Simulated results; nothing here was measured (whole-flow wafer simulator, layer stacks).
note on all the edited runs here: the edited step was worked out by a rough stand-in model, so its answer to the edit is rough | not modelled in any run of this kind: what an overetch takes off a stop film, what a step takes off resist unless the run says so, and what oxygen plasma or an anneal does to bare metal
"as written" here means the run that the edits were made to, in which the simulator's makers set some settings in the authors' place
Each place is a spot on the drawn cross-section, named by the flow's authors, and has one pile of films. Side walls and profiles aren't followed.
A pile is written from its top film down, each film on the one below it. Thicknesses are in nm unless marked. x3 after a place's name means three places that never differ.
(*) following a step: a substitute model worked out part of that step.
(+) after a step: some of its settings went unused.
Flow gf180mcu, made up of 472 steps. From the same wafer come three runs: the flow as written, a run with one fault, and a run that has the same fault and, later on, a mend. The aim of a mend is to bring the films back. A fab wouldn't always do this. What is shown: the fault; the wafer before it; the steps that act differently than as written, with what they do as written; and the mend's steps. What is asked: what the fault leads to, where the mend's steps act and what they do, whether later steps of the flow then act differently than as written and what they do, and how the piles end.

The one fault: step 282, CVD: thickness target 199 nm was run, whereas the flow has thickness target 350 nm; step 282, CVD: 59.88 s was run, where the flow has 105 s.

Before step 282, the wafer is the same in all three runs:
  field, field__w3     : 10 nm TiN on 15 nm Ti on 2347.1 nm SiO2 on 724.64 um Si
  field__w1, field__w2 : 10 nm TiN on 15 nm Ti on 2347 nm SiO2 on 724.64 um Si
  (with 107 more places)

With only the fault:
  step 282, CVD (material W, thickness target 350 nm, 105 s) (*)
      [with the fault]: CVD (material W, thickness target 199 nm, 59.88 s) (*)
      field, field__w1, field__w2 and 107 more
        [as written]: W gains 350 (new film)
        [with the fault]: W gains 200.6 (new film)
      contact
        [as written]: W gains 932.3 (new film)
        [with the fault]: W gains 782.9 (new film)
  Steps later in the flow that act otherwise than as written:
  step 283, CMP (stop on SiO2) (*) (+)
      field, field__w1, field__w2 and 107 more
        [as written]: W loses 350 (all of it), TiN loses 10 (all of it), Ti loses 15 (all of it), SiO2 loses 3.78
        [with the fault]: W loses 200.6 (all of it), TiN loses 10 (all of it), Ti loses 15 (all of it), SiO2 loses 2.28
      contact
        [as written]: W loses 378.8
        [with the fault]: W loses 227.9
  At the end the piles are close to the flow's at the places that both follow, differing by at most 2% or 0.5 nm, whichever is larger.

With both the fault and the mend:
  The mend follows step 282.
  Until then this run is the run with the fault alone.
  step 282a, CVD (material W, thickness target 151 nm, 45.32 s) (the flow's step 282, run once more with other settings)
      field, field__w1, field__w2 and 108 more
        W gains 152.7
  None of the later steps of the flow differs from how it acts as written, at any place that is followed, by more than 2% or 0.5 nm, whichever is larger.
  At the end the piles are close to the flow's at the places that both follow, differing by at most 2% or 0.5 nm, whichever is larger.
